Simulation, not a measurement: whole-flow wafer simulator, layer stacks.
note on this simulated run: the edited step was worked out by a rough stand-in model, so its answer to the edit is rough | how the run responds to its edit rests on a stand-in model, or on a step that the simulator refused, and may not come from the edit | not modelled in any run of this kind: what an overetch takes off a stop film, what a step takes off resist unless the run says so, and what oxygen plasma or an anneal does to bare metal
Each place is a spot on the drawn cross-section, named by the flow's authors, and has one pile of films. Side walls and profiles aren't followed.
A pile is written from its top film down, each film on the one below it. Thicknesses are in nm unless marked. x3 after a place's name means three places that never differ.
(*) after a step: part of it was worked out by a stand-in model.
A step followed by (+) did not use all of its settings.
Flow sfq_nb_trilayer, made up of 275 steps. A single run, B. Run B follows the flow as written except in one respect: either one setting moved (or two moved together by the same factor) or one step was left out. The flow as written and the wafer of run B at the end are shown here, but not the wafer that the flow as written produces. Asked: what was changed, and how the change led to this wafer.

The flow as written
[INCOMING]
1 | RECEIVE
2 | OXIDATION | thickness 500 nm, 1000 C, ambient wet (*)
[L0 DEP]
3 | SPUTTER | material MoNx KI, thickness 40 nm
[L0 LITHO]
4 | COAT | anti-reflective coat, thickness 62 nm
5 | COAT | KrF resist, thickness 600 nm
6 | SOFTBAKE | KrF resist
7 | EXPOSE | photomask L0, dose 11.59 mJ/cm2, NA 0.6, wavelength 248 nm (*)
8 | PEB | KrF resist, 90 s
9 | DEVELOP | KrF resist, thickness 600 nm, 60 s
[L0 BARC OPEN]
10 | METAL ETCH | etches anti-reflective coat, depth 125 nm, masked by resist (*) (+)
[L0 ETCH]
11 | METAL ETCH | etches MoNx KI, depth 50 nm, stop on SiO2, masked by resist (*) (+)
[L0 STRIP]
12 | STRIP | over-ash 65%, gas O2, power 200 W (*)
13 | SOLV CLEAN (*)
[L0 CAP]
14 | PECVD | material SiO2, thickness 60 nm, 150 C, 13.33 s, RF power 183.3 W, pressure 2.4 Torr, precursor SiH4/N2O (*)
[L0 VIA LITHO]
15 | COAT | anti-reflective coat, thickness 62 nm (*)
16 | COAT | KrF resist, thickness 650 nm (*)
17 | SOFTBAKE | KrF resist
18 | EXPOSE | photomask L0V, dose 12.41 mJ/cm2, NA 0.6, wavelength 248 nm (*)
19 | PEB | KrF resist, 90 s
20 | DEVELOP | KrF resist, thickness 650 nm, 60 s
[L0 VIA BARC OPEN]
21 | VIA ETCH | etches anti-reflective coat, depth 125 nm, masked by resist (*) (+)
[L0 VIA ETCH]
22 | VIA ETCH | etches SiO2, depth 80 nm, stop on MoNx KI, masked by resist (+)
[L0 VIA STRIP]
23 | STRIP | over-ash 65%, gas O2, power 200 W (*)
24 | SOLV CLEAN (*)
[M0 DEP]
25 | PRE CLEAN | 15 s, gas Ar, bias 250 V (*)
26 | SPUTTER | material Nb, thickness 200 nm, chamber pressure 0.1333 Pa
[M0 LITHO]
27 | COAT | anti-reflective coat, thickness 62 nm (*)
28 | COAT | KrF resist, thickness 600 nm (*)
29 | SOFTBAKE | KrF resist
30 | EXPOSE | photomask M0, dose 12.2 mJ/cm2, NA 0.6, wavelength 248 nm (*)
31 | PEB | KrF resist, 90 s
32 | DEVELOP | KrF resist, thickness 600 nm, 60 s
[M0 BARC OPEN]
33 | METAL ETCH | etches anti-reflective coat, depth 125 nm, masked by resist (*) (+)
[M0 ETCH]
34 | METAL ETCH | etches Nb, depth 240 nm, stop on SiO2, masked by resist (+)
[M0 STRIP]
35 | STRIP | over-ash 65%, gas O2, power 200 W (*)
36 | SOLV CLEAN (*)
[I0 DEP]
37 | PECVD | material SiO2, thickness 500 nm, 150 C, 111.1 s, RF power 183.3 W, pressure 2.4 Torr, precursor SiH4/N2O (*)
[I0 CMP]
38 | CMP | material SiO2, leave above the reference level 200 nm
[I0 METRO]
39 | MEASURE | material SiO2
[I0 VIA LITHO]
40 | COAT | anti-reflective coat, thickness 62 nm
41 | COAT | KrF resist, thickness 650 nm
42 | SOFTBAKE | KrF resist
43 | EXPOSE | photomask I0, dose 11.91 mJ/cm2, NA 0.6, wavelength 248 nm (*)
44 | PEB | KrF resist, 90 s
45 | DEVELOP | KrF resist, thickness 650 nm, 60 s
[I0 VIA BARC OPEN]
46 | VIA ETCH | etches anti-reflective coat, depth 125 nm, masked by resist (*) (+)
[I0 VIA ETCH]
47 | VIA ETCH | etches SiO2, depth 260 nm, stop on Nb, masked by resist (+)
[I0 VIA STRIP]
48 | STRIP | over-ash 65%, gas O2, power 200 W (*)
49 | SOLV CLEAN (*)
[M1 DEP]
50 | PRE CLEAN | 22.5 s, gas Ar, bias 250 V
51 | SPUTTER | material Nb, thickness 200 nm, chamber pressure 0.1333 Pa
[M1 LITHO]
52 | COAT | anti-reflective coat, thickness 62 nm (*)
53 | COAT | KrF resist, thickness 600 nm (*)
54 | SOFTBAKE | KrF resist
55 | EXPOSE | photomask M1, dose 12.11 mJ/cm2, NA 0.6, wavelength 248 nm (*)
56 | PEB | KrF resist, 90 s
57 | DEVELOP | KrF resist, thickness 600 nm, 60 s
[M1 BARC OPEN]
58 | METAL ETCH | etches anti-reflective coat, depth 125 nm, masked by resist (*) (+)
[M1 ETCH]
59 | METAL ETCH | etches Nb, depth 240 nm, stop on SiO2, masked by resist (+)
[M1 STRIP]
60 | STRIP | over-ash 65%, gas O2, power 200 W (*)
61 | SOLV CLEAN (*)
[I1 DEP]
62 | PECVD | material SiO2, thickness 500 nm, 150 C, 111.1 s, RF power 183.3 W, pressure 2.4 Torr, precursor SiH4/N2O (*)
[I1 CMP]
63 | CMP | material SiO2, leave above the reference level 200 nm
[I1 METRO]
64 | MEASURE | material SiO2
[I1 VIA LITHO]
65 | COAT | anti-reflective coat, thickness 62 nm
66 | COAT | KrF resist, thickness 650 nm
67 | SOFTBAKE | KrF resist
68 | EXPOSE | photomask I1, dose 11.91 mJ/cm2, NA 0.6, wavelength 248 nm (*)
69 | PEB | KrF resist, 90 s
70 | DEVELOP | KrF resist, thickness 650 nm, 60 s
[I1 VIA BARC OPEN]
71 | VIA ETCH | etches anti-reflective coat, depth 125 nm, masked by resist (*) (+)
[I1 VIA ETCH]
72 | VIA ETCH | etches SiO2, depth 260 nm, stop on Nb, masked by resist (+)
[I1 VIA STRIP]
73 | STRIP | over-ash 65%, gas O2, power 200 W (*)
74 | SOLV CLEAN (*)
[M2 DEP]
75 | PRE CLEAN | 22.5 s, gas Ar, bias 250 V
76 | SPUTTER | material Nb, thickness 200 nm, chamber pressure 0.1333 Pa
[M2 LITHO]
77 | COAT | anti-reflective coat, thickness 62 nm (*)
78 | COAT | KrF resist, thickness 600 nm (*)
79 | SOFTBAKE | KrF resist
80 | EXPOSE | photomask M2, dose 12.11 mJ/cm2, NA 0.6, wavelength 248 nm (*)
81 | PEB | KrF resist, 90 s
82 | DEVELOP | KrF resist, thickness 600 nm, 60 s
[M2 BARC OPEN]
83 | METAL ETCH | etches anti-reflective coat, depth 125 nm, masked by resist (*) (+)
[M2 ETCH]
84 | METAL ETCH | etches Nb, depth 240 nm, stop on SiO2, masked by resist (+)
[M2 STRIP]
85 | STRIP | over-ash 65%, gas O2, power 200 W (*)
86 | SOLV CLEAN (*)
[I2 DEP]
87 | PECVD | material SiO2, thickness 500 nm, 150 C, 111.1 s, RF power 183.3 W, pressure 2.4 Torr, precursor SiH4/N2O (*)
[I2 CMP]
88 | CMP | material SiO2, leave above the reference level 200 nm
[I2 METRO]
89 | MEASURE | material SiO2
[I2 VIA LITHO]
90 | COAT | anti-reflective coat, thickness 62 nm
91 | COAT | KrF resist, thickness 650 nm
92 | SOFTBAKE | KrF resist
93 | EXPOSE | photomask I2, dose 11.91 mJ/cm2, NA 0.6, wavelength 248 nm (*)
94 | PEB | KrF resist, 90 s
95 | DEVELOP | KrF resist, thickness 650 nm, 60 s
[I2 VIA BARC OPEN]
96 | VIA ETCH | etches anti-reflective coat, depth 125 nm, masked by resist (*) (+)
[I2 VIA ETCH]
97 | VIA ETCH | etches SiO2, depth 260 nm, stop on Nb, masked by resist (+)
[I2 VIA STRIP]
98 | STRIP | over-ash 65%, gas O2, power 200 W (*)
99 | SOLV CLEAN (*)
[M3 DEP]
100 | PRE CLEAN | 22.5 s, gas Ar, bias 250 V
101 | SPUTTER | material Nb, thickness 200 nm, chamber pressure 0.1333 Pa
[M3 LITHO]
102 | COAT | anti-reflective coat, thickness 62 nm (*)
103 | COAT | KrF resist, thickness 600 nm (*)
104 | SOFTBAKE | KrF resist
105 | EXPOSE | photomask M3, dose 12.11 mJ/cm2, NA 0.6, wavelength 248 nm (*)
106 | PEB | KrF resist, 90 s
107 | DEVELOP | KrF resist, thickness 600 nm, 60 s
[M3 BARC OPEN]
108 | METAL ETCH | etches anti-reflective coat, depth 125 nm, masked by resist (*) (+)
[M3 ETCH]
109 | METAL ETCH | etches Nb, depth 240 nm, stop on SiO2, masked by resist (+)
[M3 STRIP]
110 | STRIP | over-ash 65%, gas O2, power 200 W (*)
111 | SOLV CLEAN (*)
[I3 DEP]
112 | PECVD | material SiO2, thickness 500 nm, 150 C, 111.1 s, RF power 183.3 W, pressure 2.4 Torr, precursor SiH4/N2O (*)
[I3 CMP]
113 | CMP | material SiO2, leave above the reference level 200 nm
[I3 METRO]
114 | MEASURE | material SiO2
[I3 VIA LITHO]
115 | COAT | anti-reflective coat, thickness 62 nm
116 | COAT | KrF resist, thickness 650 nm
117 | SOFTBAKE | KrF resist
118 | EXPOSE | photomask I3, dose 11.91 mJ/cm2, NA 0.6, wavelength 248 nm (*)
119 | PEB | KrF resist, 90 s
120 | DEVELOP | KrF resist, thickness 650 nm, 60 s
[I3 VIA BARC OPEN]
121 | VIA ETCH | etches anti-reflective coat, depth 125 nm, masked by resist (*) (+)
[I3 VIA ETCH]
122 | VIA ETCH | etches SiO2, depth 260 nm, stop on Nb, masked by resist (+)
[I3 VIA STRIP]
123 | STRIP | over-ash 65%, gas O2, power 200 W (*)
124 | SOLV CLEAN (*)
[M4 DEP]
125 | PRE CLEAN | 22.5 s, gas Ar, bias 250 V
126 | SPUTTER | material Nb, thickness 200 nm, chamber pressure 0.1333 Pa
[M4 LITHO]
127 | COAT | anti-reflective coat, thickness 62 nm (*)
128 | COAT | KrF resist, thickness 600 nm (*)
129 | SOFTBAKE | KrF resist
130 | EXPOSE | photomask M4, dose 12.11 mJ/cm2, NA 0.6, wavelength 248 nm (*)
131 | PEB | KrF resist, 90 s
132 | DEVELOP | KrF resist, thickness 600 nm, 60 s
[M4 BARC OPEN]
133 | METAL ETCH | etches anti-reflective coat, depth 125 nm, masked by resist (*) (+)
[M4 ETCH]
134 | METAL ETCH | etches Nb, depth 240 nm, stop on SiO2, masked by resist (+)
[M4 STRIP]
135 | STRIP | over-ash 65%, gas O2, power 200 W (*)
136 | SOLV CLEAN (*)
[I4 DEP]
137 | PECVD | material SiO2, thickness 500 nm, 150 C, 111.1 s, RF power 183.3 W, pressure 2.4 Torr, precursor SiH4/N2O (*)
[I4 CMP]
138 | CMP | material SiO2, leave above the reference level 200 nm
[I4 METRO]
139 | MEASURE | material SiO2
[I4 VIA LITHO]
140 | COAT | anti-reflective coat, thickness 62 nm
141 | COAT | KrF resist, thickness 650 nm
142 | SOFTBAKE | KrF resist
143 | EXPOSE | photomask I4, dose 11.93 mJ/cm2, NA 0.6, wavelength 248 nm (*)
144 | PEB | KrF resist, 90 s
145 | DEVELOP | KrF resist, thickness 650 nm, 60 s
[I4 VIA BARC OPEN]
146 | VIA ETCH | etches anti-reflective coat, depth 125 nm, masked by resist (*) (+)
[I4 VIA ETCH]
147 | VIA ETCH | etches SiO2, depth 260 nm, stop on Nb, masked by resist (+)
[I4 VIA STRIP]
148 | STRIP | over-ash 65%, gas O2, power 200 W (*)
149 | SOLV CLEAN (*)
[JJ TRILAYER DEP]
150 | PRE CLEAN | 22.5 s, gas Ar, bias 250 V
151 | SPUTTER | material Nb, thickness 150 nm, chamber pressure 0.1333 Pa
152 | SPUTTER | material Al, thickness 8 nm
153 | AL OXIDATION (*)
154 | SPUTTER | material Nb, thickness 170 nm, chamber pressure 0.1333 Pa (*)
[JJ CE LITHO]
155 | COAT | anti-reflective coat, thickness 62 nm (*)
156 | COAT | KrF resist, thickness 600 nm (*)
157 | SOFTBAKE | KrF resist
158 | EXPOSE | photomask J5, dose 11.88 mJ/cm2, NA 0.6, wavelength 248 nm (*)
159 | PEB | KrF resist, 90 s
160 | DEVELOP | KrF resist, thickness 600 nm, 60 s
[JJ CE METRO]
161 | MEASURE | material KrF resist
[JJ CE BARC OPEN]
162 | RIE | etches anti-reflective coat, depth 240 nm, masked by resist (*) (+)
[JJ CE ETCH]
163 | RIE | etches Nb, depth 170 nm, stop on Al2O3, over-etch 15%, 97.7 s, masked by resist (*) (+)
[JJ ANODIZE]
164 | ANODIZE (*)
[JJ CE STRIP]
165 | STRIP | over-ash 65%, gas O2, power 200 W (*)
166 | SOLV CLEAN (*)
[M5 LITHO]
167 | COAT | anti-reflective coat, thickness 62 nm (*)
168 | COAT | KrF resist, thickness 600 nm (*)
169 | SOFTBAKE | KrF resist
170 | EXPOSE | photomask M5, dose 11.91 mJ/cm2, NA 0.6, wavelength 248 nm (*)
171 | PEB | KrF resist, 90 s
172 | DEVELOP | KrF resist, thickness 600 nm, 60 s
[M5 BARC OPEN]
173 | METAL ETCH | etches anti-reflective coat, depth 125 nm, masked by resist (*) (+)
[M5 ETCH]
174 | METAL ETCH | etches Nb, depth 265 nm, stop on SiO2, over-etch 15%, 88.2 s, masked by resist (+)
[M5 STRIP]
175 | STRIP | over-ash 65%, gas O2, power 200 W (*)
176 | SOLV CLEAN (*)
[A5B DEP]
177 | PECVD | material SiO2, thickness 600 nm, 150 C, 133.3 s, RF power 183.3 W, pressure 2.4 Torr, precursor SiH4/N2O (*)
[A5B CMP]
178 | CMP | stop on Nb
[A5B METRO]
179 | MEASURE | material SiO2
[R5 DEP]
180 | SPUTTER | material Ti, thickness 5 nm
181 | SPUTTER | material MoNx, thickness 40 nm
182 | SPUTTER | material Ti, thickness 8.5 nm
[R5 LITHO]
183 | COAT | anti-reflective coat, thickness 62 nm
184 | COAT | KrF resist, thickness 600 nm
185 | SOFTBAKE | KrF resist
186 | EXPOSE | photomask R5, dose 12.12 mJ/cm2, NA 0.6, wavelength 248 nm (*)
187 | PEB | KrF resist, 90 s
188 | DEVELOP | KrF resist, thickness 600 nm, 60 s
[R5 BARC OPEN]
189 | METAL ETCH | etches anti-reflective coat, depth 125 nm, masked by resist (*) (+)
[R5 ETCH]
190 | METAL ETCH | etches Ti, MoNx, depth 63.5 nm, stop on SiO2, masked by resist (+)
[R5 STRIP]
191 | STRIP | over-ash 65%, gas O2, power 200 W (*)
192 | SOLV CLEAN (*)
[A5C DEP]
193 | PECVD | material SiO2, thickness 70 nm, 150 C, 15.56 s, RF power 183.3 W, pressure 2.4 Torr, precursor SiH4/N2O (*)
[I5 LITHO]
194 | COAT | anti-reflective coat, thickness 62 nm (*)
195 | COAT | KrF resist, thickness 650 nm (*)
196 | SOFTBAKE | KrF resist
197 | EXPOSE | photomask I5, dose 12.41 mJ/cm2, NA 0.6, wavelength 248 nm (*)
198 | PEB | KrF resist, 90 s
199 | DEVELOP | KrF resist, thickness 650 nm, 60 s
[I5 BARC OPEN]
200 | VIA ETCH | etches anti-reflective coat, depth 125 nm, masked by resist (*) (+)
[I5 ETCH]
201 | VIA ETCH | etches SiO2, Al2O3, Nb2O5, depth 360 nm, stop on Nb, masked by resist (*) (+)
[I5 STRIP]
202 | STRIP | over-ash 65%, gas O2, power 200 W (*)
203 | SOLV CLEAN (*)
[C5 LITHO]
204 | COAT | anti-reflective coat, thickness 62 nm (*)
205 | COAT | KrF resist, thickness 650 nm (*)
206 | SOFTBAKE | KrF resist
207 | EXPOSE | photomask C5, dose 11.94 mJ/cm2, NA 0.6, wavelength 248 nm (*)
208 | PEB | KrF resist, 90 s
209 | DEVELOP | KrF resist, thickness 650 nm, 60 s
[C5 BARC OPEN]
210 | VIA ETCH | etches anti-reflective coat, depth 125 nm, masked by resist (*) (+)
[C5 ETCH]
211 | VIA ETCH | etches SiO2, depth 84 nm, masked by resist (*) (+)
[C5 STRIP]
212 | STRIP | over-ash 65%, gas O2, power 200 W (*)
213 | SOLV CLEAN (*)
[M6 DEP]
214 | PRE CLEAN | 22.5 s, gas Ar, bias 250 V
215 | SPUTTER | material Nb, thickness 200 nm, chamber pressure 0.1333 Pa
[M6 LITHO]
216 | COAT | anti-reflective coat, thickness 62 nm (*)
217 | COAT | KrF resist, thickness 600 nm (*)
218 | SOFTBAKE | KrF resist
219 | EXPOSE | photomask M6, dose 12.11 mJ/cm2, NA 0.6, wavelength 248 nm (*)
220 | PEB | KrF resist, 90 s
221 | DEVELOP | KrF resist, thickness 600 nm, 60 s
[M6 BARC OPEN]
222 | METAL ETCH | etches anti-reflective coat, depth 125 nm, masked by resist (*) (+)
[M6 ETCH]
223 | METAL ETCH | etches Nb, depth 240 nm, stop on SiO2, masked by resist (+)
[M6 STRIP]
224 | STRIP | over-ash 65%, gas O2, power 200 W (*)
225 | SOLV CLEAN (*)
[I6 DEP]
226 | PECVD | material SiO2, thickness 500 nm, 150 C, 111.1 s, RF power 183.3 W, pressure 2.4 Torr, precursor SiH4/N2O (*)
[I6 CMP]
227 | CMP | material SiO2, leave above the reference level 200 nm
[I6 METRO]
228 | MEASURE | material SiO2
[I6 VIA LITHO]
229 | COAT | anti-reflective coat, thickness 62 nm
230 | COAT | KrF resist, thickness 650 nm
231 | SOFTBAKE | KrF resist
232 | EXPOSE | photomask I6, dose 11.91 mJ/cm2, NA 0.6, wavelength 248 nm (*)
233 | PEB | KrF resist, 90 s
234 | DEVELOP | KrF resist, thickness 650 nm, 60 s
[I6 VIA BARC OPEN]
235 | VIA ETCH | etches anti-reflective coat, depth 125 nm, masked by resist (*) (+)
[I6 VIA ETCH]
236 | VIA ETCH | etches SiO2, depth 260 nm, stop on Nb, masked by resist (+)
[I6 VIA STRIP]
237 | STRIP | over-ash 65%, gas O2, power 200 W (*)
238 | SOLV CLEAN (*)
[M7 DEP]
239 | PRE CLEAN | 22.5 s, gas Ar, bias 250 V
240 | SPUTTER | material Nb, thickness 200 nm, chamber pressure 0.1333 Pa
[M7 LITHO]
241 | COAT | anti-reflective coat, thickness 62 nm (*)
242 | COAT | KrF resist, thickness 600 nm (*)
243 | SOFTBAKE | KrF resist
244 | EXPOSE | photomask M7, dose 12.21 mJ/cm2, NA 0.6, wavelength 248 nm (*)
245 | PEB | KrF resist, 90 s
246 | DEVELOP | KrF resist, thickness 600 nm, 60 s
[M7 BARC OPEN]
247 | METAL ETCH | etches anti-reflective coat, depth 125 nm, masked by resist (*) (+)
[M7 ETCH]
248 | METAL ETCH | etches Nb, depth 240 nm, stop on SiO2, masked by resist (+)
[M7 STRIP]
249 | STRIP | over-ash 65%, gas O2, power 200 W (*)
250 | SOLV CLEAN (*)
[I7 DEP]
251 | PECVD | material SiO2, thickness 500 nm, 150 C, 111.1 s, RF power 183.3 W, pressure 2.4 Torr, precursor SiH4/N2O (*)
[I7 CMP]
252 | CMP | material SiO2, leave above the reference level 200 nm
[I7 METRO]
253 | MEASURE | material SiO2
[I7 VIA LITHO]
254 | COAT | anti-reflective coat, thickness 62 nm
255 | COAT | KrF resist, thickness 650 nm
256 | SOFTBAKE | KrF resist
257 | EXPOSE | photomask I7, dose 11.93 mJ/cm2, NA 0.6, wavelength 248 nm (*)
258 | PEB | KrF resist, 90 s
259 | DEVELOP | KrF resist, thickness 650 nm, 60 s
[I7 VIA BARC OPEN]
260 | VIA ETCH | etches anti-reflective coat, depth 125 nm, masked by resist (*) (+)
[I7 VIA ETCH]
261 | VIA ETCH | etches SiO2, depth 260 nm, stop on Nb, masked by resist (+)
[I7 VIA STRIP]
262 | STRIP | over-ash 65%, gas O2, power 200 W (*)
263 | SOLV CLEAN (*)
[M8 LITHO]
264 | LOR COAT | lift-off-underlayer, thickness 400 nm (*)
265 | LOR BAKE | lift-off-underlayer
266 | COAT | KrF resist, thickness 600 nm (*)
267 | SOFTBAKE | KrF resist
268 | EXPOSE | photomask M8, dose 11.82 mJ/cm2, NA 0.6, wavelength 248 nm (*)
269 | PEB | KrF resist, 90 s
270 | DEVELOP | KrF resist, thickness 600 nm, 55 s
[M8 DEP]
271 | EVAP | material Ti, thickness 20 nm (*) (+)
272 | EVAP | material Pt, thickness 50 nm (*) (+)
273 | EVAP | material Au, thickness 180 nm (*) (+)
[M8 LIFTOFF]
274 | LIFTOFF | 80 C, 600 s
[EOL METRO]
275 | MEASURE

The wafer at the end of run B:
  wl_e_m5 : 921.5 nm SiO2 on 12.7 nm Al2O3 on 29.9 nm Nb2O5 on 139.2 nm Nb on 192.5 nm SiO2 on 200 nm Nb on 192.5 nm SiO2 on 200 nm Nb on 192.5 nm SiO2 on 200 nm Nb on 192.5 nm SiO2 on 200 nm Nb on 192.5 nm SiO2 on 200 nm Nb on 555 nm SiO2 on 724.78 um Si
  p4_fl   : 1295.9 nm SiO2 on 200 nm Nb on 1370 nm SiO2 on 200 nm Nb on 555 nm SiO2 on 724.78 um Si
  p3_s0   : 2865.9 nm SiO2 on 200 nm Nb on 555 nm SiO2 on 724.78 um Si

What caused this: step 251, PECVD: thickness 320 nm was run, though the flow has thickness 500 nm; step 251, PECVD: 71.11 s was run, where the flow has 111.1 s.

How this came from the change, step by step:
  251 | PECVD | material SiO2, thickness 500 nm, 150 C, 111.1 s, RF power 183.3 W, pressure 2.4 Torr, precursor SiH4/N2O (*)
      field_l, p4_fl, p4_fm and 56 more: SiO2 gains 320 (as written it would have been: SiO2 gains 500)
      v_sur, via_wl, via_w and 37 more: SiO2 gains 320 (new film) (as written it would have been: SiO2 gains 500 (new film))
      (and at 7 other places as well)
  252 | CMP | material SiO2, leave above the reference level 200 nm
      field_l, p4_fl, p4_fm and 56 more: nothing (as written it would have been: SiO2 loses 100)
      field_r, lsp_l: nothing (as written it would have been: SiO2 loses 77.7)
      (and at 45 other places as well)
  254 | COAT | anti-reflective coat, thickness 62 nm
      gap, jj_sur, be_r, r_sur: anti-reflective coat gains 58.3 (new film) (as written it would have been: anti-reflective coat gains 62 (new film))
      ce_l, c5j, ce_r, sp_r: anti-reflective coat gains 58.4 (new film) (as written it would have been: anti-reflective coat gains 62 (new film))
      (and at 82 other places as well)
  255 | COAT | KrF resist, thickness 650 nm
      m0r_line_l, m0r_line_r, m6r_line_l, m6r_line_r: KrF resist gains 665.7 (new film) (as written it would have been: KrF resist gains 650 (new film))
      res, m5r_linepad_l, m5r_linepad_r: KrF resist gains 633 (new film) (as written it would have been: KrF resist gains 650 (new film))
      (and at 45 other places as well)
  259 | DEVELOP | KrF resist, thickness 650 nm, 60 s
      via_wl: KrF resist loses 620 (all of it) (as written it would have been: KrF resist loses 648.6 (all of it))
      via_w: KrF resist loses 624.4 (all of it) (as written it would have been: KrF resist loses 648.6 (all of it))
      (and at 1 other place as well)
  260 | VIA ETCH | etches anti-reflective coat, depth 125 nm, masked by resist (*) (+)
      field_l, v_sur, via_sp and 100 more: KrF resist loses 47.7 (as written it would have been: KrF resist loses 51.7)
      via_wl: anti-reflective coat loses 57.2 (all of it), SiO2 loses 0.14 (as written it would have been: anti-reflective coat loses 62 (all of it), SiO2 loses 0.16)
      (and at 2 other places as well)
  262 | STRIP | over-ash 65%, gas O2, power 200 W (*)
      ce_l, c5j, ce_r, sp_r: KrF resist loses 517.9 (all of it), anti-reflective coat loses 58.4 (all of it) (as written it would have been: KrF resist loses 528.6 (all of it), anti-reflective coat loses 62 (all of it))
      m0r_line_l, m0r_line_r, m6r_line_l, m6r_line_r: KrF resist loses 548.3 (all of it), anti-reflective coat loses 63.6 (all of it) (as written it would have been: KrF resist loses 528.6 (all of it), anti-reflective coat loses 62 (all of it))
      (and at 80 other places as well)
  264 | LOR COAT | lift-off-underlayer, thickness 400 nm (*)
      m0r_line_l, m0r_line_r, m6r_line_l, m6r_line_r: lift-off-underlayer gains 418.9 (new film) (as written it would have been: lift-off-underlayer gains 400 (new film))
      wl_d_m1, wl_d_sr: lift-off-underlayer gains 413 (new film) (as written it would have been: lift-off-underlayer gains 400 (new film))
      (and at 72 other places as well)
  266 | COAT | KrF resist, thickness 600 nm (*)
      wl_d_m1, wl_d_sr: KrF resist gains 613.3 (new film) (as written it would have been: KrF resist gains 600 (new film))
      lsp_m: KrF resist gains 584.6 (new film) (as written it would have been: KrF resist gains 597.1 (new film))
      (and at 7 other places as well)
  270 | DEVELOP | KrF resist, thickness 600 nm, 55 s
      field_l: KrF resist loses 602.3 (all of it), lift-off-underlayer loses 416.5 (all of it) (as written it would have been: KrF resist loses 593.7 (all of it), lift-off-underlayer loses 388.2 (all of it))
      v_sur: KrF resist loses 597.6 (all of it), lift-off-underlayer loses 341.3 (all of it) (as written it would have been: KrF resist loses 607.3 (all of it), lift-off-underlayer loses 369.4 (all of it))
      (and at 9 other places as well)
  274 | LIFTOFF | 80 C, 600 s
      wl_d_m1, wl_d_sr: Au loses 180 (all of it), Pt loses 50 (all of it), Ti loses 20 (all of it), KrF resist loses 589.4 (all of it), lift-off-underlayer loses 413 (all of it) (as written it would have been: Au loses 180 (all of it), Pt loses 50 (all of it), Ti loses 20 (all of it), KrF resist loses 576.2 (all of it), lift-off-underlayer loses 400 (all of it))
      m0r_line_l, m6r_line_l: Au loses 180 (all of it), Pt loses 50 (all of it), Ti loses 20 (all of it), KrF resist loses 583.1 (all of it), lift-off-underlayer loses 418.9 (all of it) (as written it would have been: Au loses 180 (all of it), Pt loses 50 (all of it), Ti loses 20 (all of it), KrF resist loses 576.2 (all of it), lift-off-underlayer loses 400 (all of it))
      (and at 63 other places as well)
